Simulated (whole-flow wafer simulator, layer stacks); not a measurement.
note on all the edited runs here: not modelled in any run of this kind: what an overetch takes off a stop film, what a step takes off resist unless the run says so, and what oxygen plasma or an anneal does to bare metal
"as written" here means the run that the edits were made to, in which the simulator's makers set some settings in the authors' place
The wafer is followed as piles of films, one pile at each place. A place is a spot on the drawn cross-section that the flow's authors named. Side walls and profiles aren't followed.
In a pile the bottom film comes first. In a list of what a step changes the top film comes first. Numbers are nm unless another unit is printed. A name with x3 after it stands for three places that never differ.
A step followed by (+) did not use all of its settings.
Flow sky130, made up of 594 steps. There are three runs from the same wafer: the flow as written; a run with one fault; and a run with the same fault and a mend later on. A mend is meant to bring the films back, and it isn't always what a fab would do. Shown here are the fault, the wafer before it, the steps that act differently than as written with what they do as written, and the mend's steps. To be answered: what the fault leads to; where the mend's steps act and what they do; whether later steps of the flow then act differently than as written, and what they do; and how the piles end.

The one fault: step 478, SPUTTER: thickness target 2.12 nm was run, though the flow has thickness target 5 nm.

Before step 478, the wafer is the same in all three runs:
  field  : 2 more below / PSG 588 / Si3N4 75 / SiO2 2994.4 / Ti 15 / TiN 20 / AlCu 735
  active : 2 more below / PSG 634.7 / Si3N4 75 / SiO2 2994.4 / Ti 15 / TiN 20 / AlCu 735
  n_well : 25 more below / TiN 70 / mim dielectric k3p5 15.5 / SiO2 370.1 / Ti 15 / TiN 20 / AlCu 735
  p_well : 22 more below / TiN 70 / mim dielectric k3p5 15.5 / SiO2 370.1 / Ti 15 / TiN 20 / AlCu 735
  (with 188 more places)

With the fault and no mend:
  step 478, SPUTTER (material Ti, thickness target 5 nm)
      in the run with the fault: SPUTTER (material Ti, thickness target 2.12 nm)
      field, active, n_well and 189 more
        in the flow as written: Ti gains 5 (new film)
        in the run with the fault: Ti gains 2.12 (new film)
  Steps later in the flow that act otherwise than as written (8 other steps are not shown; they differ only slightly, by no more than 2% or 0.5 nm, whichever is larger):
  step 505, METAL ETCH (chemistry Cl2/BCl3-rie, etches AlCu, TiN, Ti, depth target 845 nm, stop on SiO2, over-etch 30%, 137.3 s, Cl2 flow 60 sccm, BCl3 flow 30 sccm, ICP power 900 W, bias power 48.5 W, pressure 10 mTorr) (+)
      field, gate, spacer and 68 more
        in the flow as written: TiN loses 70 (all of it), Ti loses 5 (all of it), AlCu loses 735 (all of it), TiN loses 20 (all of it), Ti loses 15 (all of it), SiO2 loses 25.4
        in the run with the fault: TiN loses 70 (all of it), Ti loses 2.12 (all of it), AlCu loses 735 (all of it), TiN loses 20 (all of it), Ti loses 15 (all of it), SiO2 loses 25.6
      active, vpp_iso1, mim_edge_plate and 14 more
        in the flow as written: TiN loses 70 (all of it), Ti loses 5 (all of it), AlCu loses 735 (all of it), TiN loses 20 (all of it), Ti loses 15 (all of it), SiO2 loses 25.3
        in the run with the fault: TiN loses 70 (all of it), Ti loses 2.12 (all of it), AlCu loses 735 (all of it), TiN loses 20 (all of it), Ti loses 15 (all of it), SiO2 loses 25.6
  The piles end different from the flow's at n_well, p_well, gate_hv and 102 more by more than 2% or 0.5 nm, whichever is larger.
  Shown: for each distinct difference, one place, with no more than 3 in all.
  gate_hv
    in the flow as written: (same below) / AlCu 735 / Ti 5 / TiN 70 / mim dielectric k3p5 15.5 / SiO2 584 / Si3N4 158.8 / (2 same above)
    in the run with the fault: (same below) / AlCu 735 / Ti 2.12 / TiN 70 / mim dielectric k3p5 15.5 / SiO2 586.9 / Si3N4 158.8 / (2 same above)
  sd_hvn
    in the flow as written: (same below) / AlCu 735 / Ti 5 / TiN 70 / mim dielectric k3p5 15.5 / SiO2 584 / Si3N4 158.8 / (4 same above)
    in the run with the fault: (same below) / AlCu 735 / Ti 2.12 / TiN 70 / mim dielectric k3p5 15.5 / SiO2 586.9 / Si3N4 158.8 / (4 same above)
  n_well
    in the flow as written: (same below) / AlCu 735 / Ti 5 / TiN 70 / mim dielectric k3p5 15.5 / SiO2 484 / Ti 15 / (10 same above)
    in the run with the fault: (same below) / AlCu 735 / Ti 2.12 / TiN 70 / mim dielectric k3p5 15.5 / SiO2 486.9 / Ti 15 / (10 same above)

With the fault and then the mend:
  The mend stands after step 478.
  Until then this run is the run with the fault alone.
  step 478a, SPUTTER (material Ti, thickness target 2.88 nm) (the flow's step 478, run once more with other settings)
      field, active, n_well and 189 more
        Ti gains 2.88
  Later steps of the flow that are run all act as written at every place that is followed.
  The piles end the same as the flow's at every place that both follow.
